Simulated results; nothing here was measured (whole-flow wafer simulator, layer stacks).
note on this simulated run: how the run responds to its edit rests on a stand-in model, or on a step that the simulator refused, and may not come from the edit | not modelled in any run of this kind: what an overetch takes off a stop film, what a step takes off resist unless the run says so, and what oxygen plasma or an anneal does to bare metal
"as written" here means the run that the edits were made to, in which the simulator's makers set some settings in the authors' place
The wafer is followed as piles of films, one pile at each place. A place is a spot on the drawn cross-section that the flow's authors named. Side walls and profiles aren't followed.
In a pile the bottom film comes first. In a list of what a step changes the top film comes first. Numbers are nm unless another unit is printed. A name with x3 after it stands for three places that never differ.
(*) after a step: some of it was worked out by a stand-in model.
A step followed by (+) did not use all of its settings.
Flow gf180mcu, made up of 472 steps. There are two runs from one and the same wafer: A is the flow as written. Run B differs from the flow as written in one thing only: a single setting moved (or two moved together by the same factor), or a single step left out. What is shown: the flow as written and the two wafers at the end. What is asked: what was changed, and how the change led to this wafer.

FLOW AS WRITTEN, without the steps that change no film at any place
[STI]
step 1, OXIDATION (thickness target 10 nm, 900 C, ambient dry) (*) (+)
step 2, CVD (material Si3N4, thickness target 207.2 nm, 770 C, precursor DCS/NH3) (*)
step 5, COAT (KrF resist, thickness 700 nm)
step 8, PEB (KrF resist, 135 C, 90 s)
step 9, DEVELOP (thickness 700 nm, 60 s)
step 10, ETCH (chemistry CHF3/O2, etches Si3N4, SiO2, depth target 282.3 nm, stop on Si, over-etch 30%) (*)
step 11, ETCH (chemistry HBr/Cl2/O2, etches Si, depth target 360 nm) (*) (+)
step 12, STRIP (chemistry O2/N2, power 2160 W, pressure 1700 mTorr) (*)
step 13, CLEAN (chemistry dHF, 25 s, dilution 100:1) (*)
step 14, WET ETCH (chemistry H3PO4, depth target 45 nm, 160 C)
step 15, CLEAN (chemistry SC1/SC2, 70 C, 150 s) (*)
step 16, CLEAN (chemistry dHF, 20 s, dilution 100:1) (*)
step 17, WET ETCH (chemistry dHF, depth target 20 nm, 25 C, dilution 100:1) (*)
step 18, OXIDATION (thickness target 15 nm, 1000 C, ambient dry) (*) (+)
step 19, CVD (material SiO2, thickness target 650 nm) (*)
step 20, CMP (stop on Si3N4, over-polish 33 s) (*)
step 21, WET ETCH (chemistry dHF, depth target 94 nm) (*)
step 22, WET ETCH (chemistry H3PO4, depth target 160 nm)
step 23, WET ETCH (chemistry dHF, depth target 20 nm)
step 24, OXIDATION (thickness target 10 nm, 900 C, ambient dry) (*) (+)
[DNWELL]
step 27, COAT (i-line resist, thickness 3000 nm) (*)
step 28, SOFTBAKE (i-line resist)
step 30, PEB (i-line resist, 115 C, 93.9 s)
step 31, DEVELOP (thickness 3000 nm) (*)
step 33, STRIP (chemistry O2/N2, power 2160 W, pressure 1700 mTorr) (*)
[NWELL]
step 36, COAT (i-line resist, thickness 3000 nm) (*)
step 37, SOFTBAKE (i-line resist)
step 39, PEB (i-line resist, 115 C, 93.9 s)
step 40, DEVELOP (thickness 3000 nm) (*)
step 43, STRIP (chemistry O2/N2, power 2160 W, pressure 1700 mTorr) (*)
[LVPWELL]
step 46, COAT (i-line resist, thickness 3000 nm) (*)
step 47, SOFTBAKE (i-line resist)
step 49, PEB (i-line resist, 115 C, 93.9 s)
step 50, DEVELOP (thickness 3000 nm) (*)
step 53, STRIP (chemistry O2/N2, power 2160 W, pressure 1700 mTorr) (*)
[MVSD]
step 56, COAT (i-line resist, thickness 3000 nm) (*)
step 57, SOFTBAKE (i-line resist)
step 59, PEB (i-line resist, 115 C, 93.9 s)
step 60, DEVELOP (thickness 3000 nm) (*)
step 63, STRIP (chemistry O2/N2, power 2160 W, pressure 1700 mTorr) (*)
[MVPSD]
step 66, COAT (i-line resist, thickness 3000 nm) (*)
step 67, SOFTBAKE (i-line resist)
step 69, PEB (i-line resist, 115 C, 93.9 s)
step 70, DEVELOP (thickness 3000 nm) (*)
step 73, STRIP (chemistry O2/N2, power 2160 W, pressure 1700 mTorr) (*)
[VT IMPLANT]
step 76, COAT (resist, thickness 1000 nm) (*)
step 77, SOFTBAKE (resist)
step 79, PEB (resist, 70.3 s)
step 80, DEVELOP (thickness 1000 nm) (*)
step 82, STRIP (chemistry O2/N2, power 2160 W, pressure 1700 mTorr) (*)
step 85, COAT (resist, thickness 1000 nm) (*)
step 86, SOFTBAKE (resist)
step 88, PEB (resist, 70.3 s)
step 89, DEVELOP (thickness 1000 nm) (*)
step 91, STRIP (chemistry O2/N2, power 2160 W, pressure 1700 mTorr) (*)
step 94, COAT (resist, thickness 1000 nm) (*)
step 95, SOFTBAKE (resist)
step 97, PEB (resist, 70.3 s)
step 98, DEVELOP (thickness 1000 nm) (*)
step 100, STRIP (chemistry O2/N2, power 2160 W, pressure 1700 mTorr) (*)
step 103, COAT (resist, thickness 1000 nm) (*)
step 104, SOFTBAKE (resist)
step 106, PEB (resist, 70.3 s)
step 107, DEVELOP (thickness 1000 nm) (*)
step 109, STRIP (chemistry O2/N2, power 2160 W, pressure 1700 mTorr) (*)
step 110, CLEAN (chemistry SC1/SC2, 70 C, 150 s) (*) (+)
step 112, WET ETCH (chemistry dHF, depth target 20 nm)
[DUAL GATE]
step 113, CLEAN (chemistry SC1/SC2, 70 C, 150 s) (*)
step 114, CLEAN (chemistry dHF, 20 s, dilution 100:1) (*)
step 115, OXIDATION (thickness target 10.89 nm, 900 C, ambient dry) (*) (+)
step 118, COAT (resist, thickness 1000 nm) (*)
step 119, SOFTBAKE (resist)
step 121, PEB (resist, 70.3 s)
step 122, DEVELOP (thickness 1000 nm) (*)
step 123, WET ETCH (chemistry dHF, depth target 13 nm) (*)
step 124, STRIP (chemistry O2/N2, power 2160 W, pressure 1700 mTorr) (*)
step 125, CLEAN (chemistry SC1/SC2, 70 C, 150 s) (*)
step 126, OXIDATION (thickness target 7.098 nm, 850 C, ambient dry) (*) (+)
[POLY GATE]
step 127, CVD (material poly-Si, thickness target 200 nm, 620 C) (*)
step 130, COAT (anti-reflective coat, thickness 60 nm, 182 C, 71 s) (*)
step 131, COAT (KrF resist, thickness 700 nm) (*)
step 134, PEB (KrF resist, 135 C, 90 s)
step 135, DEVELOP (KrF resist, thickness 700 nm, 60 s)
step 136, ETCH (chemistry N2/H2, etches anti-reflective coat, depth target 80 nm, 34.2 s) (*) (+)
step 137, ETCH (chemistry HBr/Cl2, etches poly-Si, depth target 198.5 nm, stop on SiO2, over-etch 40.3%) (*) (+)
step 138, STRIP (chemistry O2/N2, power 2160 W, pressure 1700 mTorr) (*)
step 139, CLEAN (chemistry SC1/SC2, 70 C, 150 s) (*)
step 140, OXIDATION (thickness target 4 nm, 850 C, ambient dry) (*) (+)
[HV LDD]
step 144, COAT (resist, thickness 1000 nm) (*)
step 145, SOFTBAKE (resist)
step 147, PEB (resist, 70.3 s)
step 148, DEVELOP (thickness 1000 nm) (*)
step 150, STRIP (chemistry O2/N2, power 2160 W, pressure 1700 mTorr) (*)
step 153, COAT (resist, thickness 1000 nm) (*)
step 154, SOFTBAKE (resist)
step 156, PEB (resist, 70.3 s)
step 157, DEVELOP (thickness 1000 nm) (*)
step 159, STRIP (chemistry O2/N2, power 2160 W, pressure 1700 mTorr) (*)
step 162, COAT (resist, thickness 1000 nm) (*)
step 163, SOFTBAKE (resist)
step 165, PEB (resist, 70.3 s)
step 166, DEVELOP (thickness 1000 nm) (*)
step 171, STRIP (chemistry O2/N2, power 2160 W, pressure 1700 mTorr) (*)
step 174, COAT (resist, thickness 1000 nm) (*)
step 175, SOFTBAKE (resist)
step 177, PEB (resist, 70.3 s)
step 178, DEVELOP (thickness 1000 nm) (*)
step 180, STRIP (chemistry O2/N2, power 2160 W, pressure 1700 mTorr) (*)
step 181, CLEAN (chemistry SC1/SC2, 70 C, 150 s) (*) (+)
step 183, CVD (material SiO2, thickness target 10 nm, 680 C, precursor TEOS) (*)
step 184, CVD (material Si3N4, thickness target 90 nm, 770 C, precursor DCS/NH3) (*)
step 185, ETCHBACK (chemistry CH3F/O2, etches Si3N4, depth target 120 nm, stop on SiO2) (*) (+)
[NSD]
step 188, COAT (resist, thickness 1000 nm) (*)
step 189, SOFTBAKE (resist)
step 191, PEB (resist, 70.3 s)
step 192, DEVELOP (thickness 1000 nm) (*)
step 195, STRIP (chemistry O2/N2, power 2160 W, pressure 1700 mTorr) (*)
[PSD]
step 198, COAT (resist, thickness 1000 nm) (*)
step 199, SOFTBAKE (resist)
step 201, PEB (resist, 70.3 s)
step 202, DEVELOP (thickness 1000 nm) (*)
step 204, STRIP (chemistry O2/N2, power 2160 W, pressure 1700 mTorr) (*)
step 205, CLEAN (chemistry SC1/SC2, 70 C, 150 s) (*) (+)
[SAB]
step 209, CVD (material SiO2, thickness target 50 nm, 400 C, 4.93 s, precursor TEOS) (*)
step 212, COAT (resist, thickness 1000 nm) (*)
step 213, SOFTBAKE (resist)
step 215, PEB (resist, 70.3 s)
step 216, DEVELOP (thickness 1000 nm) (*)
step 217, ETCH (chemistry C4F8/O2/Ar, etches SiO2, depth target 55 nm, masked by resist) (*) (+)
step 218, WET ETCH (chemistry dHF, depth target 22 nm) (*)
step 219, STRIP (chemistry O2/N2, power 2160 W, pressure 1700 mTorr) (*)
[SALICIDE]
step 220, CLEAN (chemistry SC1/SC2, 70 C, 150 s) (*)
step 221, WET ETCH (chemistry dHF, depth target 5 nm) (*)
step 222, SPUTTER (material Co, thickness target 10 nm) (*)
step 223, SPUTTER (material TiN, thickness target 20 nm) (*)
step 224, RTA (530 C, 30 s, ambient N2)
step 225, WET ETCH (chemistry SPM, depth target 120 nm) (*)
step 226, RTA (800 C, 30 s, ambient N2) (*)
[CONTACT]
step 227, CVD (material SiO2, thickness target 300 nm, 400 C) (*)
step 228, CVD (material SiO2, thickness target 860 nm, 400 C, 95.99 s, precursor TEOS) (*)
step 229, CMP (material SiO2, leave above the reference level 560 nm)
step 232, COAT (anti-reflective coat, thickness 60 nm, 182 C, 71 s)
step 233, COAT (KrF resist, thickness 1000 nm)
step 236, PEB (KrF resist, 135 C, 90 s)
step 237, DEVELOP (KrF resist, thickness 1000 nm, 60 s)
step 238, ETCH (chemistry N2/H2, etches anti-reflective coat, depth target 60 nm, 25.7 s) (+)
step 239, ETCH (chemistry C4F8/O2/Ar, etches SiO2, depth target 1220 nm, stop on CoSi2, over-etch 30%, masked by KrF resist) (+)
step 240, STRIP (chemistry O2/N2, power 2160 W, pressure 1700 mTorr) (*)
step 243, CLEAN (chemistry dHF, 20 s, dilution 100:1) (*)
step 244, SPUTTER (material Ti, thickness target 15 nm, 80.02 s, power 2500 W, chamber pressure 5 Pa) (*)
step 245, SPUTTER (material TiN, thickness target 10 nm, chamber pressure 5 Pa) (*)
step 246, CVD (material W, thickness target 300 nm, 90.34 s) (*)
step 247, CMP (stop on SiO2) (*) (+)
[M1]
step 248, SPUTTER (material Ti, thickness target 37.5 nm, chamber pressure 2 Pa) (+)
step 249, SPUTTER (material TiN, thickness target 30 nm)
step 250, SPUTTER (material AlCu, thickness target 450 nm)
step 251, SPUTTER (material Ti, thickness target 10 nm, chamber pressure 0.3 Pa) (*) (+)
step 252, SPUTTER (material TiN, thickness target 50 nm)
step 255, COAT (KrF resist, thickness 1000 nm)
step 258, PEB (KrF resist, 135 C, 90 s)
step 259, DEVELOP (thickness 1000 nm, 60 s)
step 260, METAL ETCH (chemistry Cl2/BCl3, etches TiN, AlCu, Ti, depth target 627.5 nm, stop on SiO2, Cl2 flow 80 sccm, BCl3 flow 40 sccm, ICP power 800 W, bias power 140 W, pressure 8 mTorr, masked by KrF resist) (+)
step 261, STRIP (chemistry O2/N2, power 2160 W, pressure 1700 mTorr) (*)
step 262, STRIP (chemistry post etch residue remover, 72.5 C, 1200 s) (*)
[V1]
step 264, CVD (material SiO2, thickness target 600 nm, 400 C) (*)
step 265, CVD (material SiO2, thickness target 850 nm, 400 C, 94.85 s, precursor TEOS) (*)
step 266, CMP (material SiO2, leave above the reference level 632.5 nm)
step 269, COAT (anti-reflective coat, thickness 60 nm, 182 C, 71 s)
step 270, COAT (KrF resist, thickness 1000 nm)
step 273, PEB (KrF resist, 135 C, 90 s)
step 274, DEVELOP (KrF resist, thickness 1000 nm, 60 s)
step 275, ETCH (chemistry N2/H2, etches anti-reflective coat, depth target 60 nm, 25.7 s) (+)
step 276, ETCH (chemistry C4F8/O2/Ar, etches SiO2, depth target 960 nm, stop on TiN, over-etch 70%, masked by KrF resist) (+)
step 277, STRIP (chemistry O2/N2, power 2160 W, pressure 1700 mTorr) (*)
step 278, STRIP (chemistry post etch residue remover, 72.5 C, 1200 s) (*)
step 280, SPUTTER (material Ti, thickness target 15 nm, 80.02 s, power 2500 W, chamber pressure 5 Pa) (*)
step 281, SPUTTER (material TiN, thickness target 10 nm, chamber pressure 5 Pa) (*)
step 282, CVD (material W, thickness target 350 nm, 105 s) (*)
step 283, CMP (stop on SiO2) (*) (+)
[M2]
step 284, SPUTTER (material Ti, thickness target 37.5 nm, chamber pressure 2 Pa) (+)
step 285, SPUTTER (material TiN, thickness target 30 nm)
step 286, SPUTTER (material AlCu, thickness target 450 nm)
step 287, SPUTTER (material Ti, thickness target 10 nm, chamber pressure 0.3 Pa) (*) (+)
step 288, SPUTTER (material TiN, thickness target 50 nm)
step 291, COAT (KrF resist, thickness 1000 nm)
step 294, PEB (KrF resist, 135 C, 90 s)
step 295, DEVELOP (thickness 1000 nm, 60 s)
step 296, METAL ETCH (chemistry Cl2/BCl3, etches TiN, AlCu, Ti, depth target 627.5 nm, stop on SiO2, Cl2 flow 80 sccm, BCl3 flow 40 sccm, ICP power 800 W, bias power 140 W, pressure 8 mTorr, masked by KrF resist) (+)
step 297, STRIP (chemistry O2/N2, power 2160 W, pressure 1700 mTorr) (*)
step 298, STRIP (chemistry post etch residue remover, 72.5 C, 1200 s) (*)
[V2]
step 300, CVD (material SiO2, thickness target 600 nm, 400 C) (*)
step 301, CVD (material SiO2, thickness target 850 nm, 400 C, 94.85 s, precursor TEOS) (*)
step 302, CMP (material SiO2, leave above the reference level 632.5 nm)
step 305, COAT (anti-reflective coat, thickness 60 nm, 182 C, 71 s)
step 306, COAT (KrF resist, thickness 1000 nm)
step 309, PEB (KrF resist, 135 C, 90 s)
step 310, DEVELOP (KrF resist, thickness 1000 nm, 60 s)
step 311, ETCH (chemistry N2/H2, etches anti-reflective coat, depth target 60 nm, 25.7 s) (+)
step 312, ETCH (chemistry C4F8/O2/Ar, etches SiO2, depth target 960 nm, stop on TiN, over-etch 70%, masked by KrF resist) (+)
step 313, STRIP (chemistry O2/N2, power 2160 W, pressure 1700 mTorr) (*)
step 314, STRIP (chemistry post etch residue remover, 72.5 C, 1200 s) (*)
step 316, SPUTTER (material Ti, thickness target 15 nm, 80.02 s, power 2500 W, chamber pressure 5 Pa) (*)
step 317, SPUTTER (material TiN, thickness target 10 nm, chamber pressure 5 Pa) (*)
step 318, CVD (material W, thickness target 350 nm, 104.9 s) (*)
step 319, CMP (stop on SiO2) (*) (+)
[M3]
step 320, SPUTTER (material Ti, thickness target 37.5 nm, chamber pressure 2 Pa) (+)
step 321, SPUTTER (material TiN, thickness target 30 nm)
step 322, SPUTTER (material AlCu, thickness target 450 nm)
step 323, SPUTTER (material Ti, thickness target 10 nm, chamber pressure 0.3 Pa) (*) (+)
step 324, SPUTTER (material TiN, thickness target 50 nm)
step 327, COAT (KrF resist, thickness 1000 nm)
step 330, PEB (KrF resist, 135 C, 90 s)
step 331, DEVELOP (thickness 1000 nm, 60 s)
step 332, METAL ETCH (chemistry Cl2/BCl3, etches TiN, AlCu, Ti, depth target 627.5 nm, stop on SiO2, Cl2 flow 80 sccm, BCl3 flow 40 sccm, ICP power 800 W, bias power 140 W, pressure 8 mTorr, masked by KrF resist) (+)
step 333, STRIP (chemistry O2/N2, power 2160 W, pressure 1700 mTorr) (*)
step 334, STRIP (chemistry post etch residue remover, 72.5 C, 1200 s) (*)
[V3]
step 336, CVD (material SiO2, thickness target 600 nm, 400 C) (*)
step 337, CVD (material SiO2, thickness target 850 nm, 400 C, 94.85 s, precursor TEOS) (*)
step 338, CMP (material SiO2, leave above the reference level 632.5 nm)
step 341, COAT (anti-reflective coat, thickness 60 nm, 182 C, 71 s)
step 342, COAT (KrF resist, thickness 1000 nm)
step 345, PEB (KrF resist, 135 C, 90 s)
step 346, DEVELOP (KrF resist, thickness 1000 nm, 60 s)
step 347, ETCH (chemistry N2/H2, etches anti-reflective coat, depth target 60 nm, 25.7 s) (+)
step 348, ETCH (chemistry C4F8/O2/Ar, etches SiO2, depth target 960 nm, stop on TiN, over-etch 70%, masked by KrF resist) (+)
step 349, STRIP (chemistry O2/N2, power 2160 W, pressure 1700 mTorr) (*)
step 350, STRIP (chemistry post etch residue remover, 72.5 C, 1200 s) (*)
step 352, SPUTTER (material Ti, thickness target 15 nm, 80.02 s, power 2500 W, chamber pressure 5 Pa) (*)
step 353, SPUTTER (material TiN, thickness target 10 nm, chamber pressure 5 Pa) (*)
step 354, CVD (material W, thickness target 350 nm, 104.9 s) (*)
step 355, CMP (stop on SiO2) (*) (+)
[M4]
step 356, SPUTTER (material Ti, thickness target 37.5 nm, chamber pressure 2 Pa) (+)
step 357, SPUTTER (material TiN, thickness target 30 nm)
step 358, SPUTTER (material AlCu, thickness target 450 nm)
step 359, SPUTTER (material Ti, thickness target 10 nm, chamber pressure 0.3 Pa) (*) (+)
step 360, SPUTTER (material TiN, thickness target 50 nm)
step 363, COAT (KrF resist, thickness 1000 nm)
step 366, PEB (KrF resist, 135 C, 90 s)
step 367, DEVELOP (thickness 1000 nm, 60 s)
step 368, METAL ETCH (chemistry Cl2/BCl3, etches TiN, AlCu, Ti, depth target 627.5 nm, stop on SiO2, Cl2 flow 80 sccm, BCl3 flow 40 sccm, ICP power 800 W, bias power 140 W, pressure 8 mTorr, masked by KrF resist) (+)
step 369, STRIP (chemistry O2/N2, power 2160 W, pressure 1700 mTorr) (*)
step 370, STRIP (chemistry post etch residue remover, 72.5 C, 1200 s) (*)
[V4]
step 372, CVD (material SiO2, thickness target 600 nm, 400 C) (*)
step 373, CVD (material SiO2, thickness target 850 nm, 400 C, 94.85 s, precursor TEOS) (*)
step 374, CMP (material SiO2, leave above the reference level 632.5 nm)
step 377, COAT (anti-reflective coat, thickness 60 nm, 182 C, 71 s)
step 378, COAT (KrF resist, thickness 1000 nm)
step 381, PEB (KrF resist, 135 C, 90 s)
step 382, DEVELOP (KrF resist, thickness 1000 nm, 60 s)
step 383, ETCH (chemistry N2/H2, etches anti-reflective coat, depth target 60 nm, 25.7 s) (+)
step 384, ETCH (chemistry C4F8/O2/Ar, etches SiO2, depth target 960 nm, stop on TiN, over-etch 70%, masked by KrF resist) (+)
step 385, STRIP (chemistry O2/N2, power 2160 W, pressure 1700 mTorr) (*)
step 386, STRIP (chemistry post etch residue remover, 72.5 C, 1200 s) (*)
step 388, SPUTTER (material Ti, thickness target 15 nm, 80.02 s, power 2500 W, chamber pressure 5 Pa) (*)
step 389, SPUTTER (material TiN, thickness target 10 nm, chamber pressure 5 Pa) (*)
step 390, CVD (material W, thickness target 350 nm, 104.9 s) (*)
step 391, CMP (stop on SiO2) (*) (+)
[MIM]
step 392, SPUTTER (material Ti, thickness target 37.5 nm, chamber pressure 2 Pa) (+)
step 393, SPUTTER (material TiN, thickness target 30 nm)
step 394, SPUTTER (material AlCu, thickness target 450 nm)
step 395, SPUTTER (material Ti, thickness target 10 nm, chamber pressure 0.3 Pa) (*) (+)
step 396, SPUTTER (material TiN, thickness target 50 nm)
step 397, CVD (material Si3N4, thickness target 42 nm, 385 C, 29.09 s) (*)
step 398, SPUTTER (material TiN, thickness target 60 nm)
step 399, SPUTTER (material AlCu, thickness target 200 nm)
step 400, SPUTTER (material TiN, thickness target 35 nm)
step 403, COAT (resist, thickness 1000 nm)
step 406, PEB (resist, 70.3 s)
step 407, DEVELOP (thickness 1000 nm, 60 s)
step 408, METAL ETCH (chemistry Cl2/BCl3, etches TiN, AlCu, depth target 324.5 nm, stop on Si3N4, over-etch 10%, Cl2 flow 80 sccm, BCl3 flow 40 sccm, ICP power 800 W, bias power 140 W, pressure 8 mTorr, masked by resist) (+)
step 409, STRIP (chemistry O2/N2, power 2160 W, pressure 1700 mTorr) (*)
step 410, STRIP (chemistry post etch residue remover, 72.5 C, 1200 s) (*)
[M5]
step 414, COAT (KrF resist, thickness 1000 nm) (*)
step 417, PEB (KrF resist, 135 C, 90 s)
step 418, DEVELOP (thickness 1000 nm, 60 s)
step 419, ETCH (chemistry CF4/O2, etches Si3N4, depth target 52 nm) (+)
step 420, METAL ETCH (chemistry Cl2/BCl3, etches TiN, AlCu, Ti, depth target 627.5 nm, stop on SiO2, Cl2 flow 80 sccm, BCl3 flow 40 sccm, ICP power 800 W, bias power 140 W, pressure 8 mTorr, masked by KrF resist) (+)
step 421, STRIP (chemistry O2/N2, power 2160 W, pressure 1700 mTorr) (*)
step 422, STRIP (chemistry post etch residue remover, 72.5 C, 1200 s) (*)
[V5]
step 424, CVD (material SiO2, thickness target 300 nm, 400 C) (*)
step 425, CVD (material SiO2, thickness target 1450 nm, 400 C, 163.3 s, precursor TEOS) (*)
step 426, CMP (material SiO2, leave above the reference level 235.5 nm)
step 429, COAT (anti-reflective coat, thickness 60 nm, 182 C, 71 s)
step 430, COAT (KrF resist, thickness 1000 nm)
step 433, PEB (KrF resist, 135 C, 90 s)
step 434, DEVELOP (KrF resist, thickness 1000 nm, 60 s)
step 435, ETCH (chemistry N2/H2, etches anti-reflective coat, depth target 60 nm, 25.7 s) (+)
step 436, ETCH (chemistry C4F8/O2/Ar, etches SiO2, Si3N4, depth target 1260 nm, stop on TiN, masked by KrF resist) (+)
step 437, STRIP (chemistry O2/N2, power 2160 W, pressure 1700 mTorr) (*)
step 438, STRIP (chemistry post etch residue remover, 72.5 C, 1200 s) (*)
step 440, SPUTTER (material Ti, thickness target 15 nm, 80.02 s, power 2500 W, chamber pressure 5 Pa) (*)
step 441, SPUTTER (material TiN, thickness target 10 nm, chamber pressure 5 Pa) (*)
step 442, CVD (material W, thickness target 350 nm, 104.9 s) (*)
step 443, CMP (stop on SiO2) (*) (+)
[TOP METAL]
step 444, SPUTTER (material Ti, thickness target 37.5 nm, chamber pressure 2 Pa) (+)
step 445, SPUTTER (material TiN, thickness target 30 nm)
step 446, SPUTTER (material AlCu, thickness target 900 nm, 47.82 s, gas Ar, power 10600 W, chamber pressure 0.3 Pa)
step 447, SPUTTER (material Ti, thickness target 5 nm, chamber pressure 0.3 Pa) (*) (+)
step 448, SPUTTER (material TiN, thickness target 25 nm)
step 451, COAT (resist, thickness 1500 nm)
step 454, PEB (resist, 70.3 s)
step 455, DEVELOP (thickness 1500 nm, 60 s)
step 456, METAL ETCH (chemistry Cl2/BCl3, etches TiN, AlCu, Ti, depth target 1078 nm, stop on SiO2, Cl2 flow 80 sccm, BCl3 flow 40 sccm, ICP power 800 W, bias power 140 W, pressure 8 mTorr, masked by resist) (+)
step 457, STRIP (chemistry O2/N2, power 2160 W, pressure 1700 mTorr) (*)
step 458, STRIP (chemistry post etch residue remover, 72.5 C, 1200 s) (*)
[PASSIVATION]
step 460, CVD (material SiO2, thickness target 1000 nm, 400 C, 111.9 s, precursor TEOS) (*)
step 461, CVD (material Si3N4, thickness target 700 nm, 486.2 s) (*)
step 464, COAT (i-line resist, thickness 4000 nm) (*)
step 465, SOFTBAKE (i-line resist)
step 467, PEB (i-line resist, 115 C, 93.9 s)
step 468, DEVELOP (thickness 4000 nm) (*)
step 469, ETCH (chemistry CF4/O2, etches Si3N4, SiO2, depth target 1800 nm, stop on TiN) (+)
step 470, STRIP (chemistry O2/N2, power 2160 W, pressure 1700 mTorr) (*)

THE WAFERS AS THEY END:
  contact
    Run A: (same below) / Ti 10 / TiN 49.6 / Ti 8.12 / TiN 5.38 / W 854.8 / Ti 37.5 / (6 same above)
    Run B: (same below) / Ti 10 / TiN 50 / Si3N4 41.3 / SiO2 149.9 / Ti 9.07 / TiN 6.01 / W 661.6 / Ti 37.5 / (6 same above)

What caused this: step 436, ETCH: depth target 680 nm was run, while the flow as written has depth target 1260 nm.

Step by step, how the change led to this:
  step 436, ETCH (chemistry C4F8/O2/Ar, etches SiO2, Si3N4, depth target 1260 nm, stop on TiN, masked by KrF resist) (+)
      contact: A SiO2 loses 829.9 (all of it), Si3N4 loses 41.3 (all of it) | B SiO2 loses 680
      field, field__w1, field__w2 and 108 more: A KrF resist loses 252 | B KrF resist loses 136
  step 437, STRIP (chemistry O2/N2, power 2160 W, pressure 1700 mTorr) (*)
      field, field__w1, field__w2 and 108 more: A KrF resist loses 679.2 (all of it), anti-reflective coat loses 60 (all of it) | B KrF resist loses 795.2 (all of it), anti-reflective coat loses 60 (all of it)
  step 440, SPUTTER (material Ti, thickness target 15 nm, 80.02 s, power 2500 W, chamber pressure 5 Pa) (*)
      contact: A Ti gains 8.12 (new film) | B Ti gains 9.07 (new film)
  step 441, SPUTTER (material TiN, thickness target 10 nm, chamber pressure 5 Pa) (*)
      contact: A TiN gains 5.38 (new film) | B TiN gains 6.01 (new film)
  step 442, CVD (material W, thickness target 350 nm, 104.9 s) (*)
      contact: A W gains 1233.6 (new film) | B W gains 1040.4 (new film)
If metal films that touch count as one body, contact has 2 bodies (between them, from the top down: SiO2 149.9 / Si3N4 41.3); the flow as written gives 1 body.
